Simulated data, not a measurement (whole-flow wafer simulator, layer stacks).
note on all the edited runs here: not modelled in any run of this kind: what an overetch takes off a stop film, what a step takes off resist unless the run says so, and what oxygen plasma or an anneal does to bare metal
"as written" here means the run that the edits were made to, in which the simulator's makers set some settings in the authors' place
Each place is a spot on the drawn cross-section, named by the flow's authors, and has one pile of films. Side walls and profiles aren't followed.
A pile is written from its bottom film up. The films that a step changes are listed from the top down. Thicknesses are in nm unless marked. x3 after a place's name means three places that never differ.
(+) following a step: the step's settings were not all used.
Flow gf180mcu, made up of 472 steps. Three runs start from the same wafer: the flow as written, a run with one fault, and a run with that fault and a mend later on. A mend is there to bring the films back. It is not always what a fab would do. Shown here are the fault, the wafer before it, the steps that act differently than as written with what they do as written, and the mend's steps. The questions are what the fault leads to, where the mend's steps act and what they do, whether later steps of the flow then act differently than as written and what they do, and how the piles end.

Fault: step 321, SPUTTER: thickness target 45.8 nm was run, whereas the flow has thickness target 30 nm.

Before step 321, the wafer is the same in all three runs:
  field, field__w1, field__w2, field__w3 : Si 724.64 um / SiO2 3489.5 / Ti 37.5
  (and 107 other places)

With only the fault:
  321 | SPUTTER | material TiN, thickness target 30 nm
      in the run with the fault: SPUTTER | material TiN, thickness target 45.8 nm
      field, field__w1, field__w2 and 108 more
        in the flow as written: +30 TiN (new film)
        in the run with the fault: +45.8 TiN (new film)
  Later steps of the flow acting differently than as written:
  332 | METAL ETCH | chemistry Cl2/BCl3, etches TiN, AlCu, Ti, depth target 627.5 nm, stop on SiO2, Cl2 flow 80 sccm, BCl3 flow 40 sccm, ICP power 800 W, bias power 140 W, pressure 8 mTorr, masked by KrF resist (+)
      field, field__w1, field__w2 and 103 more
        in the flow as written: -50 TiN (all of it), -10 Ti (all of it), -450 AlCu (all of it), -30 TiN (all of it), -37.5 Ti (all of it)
        in the run with the fault: -50 TiN (all of it), -10 Ti (all of it), -450 AlCu (all of it), -45.8 TiN (all of it), -37.5 Ti (all of it)
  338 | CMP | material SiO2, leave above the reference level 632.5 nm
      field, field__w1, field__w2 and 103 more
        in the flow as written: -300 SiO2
        in the run with the fault: -284.2 SiO2
  By the end, the piles at field__w8, contact, m1, m1__w1, m1_nw depart from the flow's by more than 2% or 0.5 nm, whichever is larger.
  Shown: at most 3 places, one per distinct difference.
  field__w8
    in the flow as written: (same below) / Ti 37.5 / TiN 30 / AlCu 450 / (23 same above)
    in the run with the fault: (same below) / Ti 37.5 / TiN 45.8 / AlCu 450 / (23 same above)
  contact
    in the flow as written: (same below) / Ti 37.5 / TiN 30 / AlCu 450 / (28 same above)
    in the run with the fault: (same below) / Ti 37.5 / TiN 45.8 / AlCu 450 / (28 same above)

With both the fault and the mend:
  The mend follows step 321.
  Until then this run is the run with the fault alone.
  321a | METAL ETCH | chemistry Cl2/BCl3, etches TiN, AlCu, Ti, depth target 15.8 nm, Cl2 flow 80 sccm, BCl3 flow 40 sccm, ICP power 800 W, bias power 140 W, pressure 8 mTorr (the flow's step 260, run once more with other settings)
      field, field__w1, field__w2 and 108 more
        -15.8 TiN
  None of the later steps of the flow acts differently than as written at any place that is followed.
  At every place that both follow, the piles at the end match the flow's.
